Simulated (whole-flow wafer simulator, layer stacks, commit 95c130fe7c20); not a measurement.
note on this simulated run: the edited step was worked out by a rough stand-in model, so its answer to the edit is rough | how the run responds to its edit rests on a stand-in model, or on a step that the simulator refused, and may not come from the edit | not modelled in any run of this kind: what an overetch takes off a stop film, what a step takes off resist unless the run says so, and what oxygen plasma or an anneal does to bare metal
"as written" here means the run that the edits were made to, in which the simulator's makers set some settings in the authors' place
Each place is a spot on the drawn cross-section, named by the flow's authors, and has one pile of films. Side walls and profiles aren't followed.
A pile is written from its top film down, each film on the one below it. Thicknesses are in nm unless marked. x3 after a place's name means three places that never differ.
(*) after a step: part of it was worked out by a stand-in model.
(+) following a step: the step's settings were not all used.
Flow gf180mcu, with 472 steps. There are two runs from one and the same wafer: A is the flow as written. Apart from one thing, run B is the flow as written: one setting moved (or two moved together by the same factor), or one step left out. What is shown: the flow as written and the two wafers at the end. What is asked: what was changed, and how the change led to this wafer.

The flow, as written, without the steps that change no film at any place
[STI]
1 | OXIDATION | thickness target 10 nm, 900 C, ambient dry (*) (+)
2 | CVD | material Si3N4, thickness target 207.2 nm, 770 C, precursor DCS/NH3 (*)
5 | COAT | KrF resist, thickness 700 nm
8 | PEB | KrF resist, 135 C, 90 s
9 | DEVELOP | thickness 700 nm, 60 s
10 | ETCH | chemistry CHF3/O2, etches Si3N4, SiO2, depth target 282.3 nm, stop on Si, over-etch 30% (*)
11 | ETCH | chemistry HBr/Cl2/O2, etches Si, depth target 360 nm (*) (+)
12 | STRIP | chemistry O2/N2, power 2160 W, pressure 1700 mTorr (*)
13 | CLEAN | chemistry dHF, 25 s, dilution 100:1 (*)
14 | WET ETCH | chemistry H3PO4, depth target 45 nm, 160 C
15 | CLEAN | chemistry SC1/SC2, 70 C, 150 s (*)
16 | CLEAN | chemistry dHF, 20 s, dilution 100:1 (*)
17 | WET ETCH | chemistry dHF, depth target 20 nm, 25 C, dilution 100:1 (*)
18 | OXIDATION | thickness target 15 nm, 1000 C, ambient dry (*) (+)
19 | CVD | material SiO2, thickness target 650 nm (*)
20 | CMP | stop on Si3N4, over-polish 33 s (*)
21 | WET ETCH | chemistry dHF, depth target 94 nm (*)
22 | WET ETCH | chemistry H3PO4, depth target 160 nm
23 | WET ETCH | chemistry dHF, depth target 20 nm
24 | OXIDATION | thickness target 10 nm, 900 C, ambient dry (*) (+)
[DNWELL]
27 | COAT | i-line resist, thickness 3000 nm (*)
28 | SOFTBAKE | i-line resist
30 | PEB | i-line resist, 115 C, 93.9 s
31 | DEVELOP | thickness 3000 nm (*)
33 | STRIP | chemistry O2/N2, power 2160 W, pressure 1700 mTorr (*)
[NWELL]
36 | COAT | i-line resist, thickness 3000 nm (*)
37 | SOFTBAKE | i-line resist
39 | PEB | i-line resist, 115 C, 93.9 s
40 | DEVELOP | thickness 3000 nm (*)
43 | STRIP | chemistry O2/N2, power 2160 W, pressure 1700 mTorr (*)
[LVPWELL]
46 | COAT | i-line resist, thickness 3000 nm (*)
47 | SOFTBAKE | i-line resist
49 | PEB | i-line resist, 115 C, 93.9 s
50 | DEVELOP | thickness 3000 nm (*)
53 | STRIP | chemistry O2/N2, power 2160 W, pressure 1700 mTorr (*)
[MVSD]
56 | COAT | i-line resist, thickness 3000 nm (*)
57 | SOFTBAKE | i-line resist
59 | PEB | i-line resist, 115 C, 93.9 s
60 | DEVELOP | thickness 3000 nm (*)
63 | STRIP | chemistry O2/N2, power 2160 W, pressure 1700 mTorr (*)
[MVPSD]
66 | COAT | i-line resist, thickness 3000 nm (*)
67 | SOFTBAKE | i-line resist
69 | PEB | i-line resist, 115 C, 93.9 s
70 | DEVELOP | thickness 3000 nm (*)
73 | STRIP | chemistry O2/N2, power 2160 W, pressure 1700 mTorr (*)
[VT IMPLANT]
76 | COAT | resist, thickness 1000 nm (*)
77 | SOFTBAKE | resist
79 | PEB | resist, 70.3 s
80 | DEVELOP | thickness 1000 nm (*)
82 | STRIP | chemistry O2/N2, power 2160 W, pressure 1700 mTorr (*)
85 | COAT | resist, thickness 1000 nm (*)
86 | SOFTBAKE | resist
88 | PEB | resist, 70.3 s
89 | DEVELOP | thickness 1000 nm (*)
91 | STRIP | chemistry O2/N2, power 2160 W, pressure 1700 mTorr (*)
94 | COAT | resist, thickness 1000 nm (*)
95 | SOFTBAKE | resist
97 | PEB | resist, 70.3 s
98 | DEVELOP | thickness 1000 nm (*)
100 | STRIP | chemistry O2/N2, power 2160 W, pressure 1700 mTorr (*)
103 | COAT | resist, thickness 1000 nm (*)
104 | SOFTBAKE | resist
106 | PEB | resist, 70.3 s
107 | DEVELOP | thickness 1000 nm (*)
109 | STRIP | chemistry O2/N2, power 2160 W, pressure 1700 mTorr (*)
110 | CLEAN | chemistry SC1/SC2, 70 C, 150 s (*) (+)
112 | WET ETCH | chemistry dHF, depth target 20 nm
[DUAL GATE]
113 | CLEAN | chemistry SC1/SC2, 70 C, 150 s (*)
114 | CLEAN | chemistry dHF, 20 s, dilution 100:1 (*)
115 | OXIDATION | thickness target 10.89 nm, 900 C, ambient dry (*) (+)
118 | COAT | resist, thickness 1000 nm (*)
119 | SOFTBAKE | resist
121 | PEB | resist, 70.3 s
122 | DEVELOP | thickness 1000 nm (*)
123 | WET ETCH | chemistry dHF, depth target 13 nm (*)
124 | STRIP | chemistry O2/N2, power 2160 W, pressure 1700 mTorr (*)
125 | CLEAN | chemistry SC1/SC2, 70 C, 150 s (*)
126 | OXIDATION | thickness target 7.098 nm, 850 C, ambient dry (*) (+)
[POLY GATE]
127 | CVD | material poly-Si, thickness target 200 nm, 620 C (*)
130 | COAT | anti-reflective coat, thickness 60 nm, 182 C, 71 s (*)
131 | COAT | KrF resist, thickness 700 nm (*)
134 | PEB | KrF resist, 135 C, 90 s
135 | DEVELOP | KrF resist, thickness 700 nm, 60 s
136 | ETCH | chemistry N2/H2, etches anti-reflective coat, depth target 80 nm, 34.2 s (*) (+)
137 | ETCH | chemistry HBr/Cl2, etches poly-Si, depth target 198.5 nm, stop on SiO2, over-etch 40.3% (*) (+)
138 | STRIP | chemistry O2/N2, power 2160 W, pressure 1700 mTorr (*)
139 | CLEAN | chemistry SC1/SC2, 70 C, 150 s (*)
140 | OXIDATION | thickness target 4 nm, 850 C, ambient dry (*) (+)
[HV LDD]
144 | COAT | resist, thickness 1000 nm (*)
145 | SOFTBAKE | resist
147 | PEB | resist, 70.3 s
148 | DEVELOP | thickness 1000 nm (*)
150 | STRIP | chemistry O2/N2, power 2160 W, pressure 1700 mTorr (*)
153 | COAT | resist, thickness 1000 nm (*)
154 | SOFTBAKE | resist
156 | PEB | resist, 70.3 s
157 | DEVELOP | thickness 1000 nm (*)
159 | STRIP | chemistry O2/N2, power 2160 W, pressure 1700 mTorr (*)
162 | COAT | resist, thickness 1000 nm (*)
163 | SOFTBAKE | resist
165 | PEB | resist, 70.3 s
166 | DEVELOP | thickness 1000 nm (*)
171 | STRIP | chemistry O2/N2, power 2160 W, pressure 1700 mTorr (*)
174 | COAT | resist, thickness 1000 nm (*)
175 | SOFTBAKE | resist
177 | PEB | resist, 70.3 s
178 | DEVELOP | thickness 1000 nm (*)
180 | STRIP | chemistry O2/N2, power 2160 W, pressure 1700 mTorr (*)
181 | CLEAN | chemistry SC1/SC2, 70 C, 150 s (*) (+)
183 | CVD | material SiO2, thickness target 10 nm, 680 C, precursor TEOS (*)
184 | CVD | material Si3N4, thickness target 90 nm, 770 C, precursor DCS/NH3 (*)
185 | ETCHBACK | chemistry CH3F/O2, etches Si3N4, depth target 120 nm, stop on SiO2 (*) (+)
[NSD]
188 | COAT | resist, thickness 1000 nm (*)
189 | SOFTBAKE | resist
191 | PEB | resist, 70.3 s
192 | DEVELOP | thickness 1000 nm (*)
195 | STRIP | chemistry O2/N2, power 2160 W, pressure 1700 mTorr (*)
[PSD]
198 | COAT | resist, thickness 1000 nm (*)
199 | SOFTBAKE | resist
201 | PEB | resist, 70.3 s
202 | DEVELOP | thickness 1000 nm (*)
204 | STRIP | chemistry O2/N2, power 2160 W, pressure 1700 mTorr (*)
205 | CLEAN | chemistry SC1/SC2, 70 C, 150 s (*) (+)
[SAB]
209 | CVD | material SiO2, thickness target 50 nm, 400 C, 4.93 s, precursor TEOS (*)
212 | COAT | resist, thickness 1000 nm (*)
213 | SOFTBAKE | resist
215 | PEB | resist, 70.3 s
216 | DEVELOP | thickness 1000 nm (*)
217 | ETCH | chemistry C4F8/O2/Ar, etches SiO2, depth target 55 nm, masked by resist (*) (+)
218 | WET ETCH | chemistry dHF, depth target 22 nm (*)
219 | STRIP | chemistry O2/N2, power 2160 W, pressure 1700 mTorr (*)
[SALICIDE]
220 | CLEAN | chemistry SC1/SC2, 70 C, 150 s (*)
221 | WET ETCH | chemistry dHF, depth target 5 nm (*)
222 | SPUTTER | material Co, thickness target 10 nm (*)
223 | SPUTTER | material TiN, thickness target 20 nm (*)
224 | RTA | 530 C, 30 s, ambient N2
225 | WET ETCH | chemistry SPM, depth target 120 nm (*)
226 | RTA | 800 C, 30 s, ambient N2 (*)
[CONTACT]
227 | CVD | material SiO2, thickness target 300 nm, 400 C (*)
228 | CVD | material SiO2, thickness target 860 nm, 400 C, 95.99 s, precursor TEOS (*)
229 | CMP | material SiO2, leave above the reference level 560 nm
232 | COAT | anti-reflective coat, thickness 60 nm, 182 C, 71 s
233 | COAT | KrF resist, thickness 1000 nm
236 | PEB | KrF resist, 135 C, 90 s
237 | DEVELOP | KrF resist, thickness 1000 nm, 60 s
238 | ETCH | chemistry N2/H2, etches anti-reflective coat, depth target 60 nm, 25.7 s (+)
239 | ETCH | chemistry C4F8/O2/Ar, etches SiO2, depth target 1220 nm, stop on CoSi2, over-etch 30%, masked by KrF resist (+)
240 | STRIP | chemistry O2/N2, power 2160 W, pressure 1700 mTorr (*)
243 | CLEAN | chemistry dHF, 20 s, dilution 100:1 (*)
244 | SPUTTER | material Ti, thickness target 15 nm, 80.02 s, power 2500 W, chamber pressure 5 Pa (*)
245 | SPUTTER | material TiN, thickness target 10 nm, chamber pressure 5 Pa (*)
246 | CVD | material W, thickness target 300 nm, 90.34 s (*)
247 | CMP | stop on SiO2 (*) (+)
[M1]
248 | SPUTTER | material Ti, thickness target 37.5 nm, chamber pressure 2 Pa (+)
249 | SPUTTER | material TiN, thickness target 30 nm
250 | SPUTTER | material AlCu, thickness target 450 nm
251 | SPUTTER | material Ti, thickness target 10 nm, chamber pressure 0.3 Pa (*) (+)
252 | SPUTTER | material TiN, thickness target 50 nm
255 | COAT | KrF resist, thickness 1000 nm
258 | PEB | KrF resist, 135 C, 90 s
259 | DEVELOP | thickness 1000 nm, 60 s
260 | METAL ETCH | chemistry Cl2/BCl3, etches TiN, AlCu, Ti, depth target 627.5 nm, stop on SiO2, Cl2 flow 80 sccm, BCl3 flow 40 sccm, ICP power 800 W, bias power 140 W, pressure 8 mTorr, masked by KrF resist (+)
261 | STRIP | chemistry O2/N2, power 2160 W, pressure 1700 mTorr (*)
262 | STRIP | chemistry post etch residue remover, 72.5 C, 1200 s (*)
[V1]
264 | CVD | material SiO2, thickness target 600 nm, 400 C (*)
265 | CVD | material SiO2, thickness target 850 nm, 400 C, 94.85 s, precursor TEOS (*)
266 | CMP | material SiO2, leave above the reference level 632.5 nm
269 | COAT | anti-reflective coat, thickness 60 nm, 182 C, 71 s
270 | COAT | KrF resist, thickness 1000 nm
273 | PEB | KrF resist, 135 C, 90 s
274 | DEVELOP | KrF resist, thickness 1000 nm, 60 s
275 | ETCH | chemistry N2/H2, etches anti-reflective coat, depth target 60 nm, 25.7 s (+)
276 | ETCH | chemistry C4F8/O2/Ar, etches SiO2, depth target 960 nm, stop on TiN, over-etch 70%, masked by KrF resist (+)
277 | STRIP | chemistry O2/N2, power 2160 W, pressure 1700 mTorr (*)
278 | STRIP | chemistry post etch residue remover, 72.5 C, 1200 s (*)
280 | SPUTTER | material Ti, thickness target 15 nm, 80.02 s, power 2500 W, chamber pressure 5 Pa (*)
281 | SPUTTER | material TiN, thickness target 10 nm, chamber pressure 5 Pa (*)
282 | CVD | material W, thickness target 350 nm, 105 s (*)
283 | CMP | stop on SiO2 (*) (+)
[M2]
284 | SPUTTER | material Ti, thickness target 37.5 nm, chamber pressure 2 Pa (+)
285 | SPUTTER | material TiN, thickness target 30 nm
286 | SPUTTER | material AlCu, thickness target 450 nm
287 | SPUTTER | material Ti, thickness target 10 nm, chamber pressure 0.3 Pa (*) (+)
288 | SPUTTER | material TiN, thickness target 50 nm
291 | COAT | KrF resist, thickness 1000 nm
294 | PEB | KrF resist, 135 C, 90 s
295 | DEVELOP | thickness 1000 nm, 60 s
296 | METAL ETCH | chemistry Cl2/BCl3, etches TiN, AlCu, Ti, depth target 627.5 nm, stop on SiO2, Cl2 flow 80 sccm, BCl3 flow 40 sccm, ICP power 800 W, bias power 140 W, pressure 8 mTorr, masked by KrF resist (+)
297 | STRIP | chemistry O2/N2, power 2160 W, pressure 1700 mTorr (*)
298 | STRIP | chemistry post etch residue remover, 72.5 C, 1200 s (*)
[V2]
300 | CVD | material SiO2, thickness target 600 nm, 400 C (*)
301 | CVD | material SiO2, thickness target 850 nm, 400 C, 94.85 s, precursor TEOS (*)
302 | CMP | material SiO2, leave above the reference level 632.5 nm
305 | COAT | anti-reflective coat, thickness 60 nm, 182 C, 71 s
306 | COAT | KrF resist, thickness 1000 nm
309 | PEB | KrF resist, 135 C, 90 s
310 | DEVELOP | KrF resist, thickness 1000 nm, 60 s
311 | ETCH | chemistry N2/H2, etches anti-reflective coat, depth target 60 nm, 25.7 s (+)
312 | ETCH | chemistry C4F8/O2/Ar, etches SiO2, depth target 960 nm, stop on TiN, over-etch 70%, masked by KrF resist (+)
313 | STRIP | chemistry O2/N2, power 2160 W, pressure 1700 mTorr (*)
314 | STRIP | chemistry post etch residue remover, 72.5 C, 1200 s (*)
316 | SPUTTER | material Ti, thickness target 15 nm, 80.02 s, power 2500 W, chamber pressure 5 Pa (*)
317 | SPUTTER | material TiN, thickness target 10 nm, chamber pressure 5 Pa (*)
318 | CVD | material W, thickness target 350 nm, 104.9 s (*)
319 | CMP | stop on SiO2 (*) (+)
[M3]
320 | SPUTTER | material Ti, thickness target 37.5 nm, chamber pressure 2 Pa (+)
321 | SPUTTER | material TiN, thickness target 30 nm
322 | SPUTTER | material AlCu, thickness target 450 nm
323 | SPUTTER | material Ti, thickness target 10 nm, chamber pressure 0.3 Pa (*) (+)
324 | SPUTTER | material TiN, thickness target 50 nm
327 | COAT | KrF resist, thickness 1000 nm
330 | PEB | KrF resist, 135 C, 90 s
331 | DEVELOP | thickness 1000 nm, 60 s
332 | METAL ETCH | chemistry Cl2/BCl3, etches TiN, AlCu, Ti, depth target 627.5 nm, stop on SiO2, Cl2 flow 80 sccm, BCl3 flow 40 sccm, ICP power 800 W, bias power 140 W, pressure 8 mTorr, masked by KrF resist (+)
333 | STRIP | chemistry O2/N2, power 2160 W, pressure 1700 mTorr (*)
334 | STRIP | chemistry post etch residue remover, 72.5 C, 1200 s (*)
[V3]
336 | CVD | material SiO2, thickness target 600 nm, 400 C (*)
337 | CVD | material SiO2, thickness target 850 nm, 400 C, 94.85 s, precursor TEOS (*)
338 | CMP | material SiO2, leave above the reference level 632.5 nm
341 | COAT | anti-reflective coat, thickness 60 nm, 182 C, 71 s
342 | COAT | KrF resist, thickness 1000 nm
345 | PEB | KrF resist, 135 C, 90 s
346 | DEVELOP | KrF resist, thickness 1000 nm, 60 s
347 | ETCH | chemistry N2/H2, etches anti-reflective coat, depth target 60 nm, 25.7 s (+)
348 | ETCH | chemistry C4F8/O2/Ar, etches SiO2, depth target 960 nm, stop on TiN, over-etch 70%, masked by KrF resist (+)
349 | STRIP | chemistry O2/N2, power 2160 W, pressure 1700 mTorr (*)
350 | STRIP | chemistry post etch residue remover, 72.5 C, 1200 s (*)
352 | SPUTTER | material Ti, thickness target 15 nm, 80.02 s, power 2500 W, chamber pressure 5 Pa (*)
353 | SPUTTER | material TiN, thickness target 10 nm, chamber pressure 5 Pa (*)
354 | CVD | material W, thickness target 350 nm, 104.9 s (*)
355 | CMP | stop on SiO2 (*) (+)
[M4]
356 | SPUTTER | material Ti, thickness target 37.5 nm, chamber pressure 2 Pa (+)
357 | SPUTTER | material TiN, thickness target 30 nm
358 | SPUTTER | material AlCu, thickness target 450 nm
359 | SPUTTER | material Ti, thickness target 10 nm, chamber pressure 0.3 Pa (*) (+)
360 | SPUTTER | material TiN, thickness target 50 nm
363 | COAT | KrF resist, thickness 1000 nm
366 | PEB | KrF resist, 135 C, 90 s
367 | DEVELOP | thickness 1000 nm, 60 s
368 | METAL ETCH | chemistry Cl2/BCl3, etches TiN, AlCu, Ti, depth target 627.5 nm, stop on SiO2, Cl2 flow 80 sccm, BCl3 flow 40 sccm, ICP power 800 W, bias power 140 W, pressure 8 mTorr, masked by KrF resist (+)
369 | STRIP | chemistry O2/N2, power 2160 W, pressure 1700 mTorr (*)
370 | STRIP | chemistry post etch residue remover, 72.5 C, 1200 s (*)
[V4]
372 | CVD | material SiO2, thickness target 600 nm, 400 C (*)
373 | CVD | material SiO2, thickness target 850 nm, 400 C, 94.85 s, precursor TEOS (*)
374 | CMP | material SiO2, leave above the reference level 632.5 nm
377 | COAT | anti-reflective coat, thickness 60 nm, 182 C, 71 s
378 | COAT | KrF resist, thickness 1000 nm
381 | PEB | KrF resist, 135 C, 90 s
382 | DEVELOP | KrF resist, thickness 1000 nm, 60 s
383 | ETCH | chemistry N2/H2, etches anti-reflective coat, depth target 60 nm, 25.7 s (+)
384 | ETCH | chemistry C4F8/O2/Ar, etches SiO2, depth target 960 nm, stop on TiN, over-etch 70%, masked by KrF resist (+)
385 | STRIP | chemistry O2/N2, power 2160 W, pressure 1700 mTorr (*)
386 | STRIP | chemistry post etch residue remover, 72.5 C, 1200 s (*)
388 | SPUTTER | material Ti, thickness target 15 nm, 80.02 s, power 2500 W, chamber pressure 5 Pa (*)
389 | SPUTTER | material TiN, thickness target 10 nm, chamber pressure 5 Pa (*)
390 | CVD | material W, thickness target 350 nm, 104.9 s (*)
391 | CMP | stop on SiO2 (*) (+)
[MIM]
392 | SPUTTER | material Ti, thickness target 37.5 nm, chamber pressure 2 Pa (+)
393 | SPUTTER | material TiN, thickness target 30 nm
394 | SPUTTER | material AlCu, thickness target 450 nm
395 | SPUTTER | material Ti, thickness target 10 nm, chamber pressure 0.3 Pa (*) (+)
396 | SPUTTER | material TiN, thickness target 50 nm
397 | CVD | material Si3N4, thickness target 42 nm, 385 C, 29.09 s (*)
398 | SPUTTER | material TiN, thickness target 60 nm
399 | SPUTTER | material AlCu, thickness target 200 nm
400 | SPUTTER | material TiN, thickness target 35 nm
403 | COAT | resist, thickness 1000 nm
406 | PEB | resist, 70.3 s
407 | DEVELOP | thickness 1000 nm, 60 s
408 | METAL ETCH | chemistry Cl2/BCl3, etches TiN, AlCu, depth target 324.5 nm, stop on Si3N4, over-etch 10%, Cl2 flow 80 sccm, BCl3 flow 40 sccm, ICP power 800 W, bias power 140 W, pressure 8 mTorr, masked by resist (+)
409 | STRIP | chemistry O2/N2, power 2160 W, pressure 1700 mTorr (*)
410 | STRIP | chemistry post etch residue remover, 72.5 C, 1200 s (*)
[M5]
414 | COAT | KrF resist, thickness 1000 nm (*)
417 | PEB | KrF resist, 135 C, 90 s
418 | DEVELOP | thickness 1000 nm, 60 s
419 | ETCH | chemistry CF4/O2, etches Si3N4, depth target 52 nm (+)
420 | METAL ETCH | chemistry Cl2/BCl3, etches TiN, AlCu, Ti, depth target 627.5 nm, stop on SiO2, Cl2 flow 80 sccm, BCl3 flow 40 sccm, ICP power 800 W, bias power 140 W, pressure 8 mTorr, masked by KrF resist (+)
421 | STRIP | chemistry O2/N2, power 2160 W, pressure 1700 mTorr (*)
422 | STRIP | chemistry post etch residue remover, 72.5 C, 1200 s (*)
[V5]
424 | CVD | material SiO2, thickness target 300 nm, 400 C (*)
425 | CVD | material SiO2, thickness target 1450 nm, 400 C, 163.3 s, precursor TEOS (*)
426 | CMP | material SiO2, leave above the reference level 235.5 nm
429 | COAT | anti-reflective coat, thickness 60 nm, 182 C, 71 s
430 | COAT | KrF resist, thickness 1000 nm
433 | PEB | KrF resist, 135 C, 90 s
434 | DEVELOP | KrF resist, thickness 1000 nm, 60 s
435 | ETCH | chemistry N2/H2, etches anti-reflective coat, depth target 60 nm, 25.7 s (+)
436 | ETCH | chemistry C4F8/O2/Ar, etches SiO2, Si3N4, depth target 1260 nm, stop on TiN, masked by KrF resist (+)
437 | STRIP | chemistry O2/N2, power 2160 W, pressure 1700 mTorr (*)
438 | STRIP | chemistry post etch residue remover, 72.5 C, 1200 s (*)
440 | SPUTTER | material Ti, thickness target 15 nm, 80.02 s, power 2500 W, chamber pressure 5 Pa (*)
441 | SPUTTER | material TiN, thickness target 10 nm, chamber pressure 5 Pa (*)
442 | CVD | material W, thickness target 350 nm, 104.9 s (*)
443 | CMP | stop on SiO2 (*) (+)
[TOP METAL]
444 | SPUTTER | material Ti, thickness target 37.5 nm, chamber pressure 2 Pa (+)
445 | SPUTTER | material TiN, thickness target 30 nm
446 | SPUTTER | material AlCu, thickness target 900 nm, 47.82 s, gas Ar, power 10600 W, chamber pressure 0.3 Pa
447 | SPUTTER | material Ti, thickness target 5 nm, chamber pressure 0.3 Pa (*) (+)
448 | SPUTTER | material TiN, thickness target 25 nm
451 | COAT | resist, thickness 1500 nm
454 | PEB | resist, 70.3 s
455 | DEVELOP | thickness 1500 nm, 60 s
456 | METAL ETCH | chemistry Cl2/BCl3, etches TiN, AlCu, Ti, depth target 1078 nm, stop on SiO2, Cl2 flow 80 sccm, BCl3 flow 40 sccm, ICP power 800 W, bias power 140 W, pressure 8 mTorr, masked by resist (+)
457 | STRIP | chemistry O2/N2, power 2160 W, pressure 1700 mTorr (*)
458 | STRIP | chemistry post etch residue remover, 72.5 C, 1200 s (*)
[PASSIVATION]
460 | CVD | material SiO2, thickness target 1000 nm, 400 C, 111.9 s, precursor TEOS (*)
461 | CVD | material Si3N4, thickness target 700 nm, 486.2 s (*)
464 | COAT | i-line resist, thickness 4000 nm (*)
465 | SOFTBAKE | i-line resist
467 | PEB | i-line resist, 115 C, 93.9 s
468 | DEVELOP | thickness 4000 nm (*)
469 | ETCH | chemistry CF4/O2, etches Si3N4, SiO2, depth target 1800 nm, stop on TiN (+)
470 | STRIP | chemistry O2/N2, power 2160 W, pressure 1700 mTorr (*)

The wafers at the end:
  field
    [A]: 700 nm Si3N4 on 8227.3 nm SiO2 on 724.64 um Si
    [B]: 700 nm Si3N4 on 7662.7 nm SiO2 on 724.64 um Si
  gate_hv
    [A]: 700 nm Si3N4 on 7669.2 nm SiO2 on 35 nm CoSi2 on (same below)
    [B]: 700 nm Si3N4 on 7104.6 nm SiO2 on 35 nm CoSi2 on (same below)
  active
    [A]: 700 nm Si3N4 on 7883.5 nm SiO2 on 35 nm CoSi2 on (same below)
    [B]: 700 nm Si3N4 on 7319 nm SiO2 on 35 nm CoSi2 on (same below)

Cause: step 460, CVD: thickness target 425 nm was run, whereas the flow has thickness target 1000 nm; step 460, CVD: 47.58 s was run, where the flow has 111.9 s.

The path from the change to this, step by step:
  460 | CVD | material SiO2, thickness target 1000 nm, 400 C, 111.9 s, precursor TEOS (*)
      field, field__w1, field__w2 and 103 more: A +1000 SiO2 | B +435.4 SiO2
      field__w8, contact, m1, m1__w1, pad, m1_nw: A +1000 SiO2 (new film) | B +435.4 SiO2 (new film)
  465 | SOFTBAKE | i-line resist
      gate: A +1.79 i-line resist | B -0.46 i-line resist
      ld_acc_p, ld_fp_p, ld_drift_p: A +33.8 i-line resist | B +26.5 i-line resist
      (as well as at 57 more places)
  469 | ETCH | chemistry CF4/O2, etches Si3N4, SiO2, depth target 1800 nm, stop on TiN (+)
      field, field__w1, field__w2 and 108 more: A -1200 i-line resist | B -1135.4 i-line resist
      pad: A -700 Si3N4 (all of it), -1000 SiO2 (all of it) | B -700 Si3N4 (all of it), -435.4 SiO2 (all of it)
  470 | STRIP | chemistry O2/N2, power 2160 W, pressure 1700 mTorr (*)
      iso_ptap_pw, iso_ntap_nw, iso_nw_fld and 33 more: A -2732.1 i-line resist (all of it) | B -2796.6 i-line resist (all of it)
      p_well, sti, spacer, sd_n, mim_1p0, dice_street: A -2738.3 i-line resist (all of it) | B -2801.7 i-line resist (all of it)
      (as well as at 10 more places)
